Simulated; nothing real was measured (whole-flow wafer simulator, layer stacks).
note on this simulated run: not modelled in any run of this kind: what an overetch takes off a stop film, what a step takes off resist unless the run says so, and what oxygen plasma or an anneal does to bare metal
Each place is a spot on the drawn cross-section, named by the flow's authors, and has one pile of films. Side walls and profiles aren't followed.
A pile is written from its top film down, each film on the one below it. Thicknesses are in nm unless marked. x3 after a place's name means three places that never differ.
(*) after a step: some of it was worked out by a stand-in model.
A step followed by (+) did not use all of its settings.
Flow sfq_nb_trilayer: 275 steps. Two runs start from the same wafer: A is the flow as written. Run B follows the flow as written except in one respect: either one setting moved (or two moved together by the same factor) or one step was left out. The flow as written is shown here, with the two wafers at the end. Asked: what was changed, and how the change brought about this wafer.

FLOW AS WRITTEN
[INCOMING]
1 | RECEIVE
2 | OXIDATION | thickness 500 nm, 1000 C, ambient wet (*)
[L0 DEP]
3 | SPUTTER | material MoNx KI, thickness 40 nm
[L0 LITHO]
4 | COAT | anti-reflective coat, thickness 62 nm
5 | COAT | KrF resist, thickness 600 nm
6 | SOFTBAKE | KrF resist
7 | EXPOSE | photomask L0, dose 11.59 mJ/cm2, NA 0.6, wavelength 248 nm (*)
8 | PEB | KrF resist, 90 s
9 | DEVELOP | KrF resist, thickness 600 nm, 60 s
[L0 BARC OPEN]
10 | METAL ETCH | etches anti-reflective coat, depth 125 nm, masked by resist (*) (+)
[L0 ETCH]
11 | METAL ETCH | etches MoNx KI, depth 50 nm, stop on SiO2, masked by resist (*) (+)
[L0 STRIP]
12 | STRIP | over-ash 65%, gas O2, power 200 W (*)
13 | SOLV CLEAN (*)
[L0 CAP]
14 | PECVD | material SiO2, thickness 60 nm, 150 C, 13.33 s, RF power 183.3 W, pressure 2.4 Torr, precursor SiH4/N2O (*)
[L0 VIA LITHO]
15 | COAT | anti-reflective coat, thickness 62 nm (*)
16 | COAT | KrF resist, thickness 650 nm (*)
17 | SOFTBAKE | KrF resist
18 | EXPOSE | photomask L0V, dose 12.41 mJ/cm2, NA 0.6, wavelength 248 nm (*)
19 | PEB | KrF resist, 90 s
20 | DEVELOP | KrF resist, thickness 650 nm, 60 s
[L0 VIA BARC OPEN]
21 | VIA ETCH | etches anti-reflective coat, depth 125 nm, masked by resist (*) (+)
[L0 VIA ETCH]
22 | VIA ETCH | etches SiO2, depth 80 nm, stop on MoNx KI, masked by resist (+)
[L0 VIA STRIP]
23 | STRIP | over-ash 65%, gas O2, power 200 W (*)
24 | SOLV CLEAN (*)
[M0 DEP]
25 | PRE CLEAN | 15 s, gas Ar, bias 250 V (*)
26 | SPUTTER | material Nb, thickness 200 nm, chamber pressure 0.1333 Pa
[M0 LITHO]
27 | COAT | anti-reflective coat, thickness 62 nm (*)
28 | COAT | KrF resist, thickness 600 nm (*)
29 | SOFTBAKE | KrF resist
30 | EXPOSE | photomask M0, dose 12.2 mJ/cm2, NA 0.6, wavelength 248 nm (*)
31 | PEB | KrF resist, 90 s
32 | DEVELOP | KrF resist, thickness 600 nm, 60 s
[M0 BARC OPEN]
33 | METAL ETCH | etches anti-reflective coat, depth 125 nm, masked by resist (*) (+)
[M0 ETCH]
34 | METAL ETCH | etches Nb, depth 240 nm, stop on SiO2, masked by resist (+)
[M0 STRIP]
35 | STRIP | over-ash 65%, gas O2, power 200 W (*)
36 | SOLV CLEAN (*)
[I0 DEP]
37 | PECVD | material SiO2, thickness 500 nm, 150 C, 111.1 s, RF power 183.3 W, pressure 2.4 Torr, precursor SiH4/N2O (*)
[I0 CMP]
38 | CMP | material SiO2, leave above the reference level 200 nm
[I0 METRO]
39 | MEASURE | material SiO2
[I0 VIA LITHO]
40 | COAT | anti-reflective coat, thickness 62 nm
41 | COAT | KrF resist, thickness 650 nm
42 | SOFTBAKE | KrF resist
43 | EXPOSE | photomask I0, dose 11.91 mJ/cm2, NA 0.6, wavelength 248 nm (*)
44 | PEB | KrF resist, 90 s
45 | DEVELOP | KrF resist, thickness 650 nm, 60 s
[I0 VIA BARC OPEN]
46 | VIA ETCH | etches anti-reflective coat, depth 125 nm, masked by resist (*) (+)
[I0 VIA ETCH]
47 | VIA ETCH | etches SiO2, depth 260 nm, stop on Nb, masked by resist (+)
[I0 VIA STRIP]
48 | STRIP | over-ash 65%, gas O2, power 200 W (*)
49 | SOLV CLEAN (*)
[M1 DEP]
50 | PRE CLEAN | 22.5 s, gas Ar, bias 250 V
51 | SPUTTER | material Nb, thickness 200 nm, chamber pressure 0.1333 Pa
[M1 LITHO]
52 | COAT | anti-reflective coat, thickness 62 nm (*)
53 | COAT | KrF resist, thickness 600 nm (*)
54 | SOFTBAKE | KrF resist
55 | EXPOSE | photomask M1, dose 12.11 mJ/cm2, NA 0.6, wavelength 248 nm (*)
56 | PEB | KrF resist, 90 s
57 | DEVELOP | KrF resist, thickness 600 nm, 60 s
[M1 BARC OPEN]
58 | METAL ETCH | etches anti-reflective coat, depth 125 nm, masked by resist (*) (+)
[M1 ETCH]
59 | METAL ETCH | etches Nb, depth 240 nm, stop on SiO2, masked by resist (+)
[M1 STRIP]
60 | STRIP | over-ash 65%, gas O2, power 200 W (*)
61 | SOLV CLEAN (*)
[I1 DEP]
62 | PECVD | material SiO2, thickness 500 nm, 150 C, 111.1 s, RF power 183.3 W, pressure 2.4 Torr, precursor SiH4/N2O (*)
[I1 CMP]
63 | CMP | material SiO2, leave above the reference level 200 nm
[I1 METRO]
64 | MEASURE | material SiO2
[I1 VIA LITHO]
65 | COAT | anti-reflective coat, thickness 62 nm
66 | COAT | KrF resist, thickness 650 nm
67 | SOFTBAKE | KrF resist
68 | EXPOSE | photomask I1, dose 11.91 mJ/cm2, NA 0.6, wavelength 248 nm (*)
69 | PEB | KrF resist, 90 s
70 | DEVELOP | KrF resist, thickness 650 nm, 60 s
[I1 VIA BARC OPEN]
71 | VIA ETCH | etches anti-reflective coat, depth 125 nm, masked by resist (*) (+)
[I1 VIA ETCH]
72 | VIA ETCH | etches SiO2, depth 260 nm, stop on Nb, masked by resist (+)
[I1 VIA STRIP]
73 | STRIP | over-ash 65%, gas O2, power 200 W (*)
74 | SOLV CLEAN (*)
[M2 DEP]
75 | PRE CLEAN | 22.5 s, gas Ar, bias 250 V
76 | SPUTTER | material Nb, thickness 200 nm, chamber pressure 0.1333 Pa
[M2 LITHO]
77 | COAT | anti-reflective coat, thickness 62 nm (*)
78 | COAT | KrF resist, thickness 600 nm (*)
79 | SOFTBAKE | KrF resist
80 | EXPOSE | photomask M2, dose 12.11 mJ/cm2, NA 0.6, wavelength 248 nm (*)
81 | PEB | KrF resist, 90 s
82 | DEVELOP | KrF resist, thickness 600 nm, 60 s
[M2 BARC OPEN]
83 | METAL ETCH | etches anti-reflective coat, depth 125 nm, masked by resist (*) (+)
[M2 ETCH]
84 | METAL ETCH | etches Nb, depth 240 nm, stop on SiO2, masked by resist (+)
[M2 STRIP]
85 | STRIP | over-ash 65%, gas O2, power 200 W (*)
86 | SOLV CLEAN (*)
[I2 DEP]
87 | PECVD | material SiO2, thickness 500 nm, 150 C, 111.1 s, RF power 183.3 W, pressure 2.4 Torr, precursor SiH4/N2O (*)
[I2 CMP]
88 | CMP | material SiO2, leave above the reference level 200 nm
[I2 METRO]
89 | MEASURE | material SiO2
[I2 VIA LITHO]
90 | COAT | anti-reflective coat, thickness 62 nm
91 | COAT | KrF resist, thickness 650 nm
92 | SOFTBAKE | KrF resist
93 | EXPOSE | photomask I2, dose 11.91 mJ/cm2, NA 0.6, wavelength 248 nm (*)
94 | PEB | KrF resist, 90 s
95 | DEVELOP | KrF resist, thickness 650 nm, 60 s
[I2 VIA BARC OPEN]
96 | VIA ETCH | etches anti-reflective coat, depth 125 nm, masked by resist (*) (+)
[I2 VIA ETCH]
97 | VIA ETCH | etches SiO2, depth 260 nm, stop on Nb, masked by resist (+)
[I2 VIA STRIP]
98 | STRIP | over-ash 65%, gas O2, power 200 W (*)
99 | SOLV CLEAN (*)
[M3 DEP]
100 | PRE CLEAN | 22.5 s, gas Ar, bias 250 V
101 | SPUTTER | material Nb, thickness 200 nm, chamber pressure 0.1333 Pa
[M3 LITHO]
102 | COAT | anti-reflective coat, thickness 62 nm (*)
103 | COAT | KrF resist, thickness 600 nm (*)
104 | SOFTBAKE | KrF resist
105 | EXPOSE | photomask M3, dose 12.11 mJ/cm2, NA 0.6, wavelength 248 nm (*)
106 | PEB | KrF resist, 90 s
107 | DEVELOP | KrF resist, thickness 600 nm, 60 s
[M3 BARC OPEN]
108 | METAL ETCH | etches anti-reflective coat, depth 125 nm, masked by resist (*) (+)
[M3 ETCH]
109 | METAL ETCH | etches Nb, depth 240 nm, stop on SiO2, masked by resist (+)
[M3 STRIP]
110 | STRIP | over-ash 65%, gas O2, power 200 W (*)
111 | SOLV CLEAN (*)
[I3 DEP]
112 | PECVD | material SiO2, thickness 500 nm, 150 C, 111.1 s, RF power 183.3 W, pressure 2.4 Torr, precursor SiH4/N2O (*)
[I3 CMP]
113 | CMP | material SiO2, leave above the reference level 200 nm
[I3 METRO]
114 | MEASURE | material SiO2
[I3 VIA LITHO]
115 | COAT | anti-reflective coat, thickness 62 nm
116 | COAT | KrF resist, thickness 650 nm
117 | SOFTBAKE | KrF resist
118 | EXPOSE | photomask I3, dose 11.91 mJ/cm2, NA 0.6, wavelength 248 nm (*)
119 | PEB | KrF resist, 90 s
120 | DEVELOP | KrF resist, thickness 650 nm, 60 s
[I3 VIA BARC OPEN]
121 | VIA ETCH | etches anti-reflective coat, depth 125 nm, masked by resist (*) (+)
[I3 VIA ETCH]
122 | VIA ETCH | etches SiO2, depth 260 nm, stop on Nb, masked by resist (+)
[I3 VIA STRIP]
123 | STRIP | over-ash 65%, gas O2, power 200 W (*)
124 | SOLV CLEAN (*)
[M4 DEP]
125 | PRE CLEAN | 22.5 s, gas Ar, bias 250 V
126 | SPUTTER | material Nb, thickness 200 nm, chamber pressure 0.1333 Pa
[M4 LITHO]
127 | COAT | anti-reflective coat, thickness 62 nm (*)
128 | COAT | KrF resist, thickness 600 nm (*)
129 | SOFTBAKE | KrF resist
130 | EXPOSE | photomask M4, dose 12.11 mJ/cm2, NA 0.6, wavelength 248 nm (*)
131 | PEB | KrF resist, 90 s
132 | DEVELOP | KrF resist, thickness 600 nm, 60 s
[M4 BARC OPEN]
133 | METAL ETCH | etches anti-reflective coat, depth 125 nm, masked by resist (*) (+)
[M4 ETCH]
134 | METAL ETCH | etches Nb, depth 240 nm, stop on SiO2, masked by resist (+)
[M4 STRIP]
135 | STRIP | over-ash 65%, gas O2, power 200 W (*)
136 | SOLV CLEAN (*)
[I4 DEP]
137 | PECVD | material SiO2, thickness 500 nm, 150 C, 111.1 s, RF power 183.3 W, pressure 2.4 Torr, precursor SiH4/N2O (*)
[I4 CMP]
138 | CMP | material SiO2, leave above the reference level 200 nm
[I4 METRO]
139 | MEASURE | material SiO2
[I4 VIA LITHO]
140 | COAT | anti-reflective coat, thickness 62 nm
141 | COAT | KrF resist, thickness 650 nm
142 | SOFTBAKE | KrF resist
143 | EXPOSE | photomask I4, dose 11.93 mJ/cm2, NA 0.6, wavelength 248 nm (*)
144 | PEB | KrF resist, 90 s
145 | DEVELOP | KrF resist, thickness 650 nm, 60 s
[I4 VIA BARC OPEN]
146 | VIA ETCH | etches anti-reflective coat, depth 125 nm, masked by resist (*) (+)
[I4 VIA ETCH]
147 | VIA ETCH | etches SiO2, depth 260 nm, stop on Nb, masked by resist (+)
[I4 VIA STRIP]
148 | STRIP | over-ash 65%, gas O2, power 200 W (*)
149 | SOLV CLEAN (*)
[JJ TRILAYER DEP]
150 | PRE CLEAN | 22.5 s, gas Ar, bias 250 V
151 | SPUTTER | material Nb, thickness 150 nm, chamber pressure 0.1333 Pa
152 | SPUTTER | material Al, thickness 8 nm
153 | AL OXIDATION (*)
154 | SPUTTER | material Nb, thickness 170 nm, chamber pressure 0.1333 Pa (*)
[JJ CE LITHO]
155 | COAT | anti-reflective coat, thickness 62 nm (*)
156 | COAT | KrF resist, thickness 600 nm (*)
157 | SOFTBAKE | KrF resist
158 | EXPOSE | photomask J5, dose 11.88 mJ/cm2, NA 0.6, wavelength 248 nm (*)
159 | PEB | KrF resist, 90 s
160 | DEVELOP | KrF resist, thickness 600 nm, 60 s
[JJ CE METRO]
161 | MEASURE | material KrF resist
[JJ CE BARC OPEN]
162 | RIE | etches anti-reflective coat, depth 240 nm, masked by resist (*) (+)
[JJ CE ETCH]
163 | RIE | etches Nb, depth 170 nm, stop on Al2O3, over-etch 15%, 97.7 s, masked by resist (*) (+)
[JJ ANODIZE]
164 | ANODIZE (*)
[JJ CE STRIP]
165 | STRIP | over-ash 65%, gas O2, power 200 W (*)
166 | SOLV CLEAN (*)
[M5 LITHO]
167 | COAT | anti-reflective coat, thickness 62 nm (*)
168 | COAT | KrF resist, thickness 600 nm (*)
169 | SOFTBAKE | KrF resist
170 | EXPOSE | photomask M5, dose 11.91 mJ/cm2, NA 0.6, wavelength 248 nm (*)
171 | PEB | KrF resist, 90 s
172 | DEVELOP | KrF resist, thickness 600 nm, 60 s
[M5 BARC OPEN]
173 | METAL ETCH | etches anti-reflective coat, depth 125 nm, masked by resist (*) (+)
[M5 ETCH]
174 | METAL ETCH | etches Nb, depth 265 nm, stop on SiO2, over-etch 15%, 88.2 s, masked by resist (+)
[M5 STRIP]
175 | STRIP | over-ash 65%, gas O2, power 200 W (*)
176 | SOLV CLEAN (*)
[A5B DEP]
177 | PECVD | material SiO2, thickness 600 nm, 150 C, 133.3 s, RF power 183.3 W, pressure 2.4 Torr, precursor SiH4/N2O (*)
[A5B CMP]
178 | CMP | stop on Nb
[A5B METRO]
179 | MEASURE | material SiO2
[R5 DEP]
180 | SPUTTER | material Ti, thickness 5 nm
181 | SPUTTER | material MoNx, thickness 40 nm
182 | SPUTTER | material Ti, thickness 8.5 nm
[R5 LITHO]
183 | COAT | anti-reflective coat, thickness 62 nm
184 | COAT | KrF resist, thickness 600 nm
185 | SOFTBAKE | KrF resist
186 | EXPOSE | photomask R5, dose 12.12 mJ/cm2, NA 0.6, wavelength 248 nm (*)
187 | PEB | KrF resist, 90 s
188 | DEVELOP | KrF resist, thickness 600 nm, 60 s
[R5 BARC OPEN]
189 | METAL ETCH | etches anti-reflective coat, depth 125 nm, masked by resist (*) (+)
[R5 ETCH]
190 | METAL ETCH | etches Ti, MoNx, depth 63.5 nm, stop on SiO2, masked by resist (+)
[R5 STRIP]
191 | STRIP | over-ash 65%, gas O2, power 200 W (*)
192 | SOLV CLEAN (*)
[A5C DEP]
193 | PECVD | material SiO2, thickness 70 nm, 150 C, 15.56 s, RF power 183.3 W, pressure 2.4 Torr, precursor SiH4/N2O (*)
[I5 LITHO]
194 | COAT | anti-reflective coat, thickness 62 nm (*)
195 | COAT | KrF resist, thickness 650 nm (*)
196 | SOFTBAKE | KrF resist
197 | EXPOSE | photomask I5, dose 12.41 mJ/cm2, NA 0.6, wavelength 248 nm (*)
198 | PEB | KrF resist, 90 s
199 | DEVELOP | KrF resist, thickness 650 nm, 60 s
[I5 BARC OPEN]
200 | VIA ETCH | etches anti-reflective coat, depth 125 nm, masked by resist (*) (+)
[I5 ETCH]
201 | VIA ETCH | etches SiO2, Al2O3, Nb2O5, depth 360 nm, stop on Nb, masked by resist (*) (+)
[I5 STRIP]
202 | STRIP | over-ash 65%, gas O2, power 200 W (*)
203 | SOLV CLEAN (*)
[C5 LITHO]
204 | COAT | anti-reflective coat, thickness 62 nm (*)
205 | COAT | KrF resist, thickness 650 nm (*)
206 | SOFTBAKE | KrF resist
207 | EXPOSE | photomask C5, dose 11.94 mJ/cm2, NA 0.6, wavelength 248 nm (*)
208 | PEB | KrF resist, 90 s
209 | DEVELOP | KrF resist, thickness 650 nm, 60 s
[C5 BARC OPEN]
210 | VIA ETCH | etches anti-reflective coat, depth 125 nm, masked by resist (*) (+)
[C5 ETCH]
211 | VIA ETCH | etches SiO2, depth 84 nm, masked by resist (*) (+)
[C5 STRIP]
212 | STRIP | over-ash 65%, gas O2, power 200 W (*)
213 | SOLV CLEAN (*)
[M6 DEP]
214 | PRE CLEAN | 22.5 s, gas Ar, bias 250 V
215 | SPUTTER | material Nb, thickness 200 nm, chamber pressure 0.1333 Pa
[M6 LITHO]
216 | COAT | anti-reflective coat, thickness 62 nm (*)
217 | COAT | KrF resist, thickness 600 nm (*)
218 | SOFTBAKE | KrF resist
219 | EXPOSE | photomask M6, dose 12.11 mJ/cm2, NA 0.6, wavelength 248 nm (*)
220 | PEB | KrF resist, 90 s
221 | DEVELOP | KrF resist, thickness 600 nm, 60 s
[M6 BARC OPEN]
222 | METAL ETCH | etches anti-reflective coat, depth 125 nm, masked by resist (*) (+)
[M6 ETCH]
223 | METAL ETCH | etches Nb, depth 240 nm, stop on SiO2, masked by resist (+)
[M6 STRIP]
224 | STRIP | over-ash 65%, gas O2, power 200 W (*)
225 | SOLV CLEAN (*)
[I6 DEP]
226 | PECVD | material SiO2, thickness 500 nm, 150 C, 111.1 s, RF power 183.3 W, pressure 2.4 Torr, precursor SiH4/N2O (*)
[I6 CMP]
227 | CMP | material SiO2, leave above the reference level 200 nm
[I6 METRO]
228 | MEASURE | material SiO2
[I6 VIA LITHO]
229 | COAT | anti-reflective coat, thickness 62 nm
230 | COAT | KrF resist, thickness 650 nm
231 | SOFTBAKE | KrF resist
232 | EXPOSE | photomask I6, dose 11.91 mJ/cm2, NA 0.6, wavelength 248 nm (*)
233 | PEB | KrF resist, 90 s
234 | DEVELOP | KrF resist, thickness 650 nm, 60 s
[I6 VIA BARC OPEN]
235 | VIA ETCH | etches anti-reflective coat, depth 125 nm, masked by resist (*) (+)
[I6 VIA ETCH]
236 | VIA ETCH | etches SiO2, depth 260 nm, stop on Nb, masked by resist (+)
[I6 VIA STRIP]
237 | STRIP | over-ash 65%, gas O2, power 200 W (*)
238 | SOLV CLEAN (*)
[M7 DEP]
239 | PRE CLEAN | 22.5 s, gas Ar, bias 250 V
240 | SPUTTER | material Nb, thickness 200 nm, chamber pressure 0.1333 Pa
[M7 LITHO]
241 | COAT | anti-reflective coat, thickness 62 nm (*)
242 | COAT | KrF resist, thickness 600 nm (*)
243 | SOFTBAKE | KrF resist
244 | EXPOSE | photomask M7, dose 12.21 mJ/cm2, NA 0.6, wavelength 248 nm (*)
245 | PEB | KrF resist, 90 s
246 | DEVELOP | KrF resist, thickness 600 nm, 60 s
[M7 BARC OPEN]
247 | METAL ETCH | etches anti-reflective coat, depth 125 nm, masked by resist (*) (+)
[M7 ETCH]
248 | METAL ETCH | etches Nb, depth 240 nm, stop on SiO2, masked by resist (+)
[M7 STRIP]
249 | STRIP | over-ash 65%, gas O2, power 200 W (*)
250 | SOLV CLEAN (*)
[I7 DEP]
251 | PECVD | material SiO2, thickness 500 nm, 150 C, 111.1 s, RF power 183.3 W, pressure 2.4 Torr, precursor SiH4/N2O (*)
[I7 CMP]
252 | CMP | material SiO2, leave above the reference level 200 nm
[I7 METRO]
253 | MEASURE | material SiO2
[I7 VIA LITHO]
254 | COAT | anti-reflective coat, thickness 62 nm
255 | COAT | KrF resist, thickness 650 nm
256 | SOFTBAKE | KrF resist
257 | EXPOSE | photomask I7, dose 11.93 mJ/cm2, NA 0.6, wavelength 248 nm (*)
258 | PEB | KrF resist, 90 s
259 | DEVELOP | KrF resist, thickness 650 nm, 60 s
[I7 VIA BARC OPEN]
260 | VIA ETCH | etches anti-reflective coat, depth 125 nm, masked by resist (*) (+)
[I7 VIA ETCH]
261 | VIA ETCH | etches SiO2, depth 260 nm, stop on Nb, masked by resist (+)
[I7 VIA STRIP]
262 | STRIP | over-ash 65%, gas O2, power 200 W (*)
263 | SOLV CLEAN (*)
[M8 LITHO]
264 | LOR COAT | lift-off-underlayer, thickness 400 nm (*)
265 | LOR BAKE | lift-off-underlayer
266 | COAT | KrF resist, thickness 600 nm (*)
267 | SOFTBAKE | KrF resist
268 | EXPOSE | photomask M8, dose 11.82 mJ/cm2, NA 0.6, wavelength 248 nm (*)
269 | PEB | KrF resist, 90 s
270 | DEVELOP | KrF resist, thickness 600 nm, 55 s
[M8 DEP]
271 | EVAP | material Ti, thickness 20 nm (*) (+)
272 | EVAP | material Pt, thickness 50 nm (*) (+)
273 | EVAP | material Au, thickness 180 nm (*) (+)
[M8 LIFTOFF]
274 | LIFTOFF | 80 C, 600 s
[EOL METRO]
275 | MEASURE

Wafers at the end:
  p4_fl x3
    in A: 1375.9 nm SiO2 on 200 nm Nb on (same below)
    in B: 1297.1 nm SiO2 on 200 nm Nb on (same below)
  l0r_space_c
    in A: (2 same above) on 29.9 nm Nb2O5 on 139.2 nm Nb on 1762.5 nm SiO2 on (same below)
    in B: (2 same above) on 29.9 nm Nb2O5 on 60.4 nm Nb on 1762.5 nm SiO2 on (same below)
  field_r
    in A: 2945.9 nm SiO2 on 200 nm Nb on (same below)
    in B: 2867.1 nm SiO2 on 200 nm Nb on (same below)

What caused this: step 151, SPUTTER: thickness 71.2 nm was run, though the flow has thickness 150 nm.

The path from the change to this, step by step:
  151 | SPUTTER | material Nb, thickness 150 nm, chamber pressure 0.1333 Pa
      field_l, v_sur, via_sp and 100 more: A +150 Nb (new film) | B +71.2 Nb (new film)
      via_wl, via_wr: A +130.4 Nb | B +50.9 Nb
      (as well as at 1 more place)
  154 | SPUTTER | material Nb, thickness 170 nm, chamber pressure 0.1333 Pa (*)
      via_w: A +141 Nb (new film) | B +145.4 Nb (new film)
  155 | COAT | anti-reflective coat, thickness 62 nm (*)
      via_wl, via_wr: A +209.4 anti-reflective coat (new film) | B +217.3 anti-reflective coat (new film)
  162 | RIE | etches anti-reflective coat, depth 240 nm, masked by resist (*) (+)
      ce_l, c5j, ce_r, wl_jj: A -209.4 KrF resist | B -217.3 KrF resist
      via_wl, via_wr: A -209.4 anti-reflective coat (all of it) | B -217.3 anti-reflective coat (all of it)
  163 | RIE | etches Nb, depth 170 nm, stop on Al2O3, over-etch 15%, 97.7 s, masked by resist (*) (+)
      via_w: A -141 Nb (all of it), -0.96 Al2O3 (all of it) | B -145.4 Nb (all of it), -0.96 Al2O3 (all of it)
  164 | ANODIZE (*)
      via_wl, via_wr: A +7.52 Al2O3 (new film), +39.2 Nb2O5 (new film), -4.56 Al (all of it), -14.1 Nb | B +8.33 Al2O3 (new film), +37.7 Nb2O5 (new film), -5.05 Al (all of it), -13.6 Nb
      via_w: A +10.8 Al2O3 (new film), +33.3 Nb2O5 (new film), -6.54 Al (all of it), -12 Nb | B +11.2 Al2O3 (new film), +32.6 Nb2O5 (new film), -6.79 Al (all of it), -11.7 Nb
  165 | STRIP | over-ash 65%, gas O2, power 200 W (*)
      ce_l: A -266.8 KrF resist (all of it), -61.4 anti-reflective coat (all of it) | B -258.9 KrF resist (all of it), -61.5 anti-reflective coat (all of it)
      c5j: A -266.9 KrF resist (all of it), -61.5 anti-reflective coat (all of it) | B -259 KrF resist (all of it), -61.5 anti-reflective coat (all of it)
      (as well as at 2 more places)
  167 | COAT | anti-reflective coat, thickness 62 nm (*)
      via_w: A +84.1 anti-reflective coat (new film) | B +78.6 anti-reflective coat (new film)
      ce_l: A +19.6 anti-reflective coat (new film) | B +18.9 anti-reflective coat (new film)
      (as well as at 1 more place)
  174 | METAL ETCH | etches Nb, depth 265 nm, stop on SiO2, over-etch 15%, 88.2 s, masked by resist (+)
      field_l, r_sur, res and 50 more: A -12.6 Al2O3 (all of it), -29.9 Nb2O5 (all of it), -139.2 Nb (all of it), -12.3 SiO2 | B -12.6 Al2O3 (all of it), -29.9 Nb2O5 (all of it), -60.4 Nb (all of it), -20.2 SiO2
  175 | STRIP | over-ash 65%, gas O2, power 200 W (*)
      via_w: A -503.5 KrF resist (all of it), -84.1 anti-reflective coat (all of it) | B -496.4 KrF resist (all of it), -78.6 anti-reflective coat (all of it)
      ce_l: A -299.6 KrF resist (all of it), -19.6 anti-reflective coat (all of it) | B -300.3 KrF resist (all of it), -18.9 anti-reflective coat (all of it)
      (as well as at 1 more place)
  178 | CMP | stop on Nb
      field_l, p4_fl x3, p4_w1 x9 and 29 more: A -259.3 SiO2 | B -330.2 SiO2
      r_sur, res, r_end, moat, field_r, lsp_l: A -252.3 SiO2 | B -330.2 SiO2
      (as well as at 8 more places)
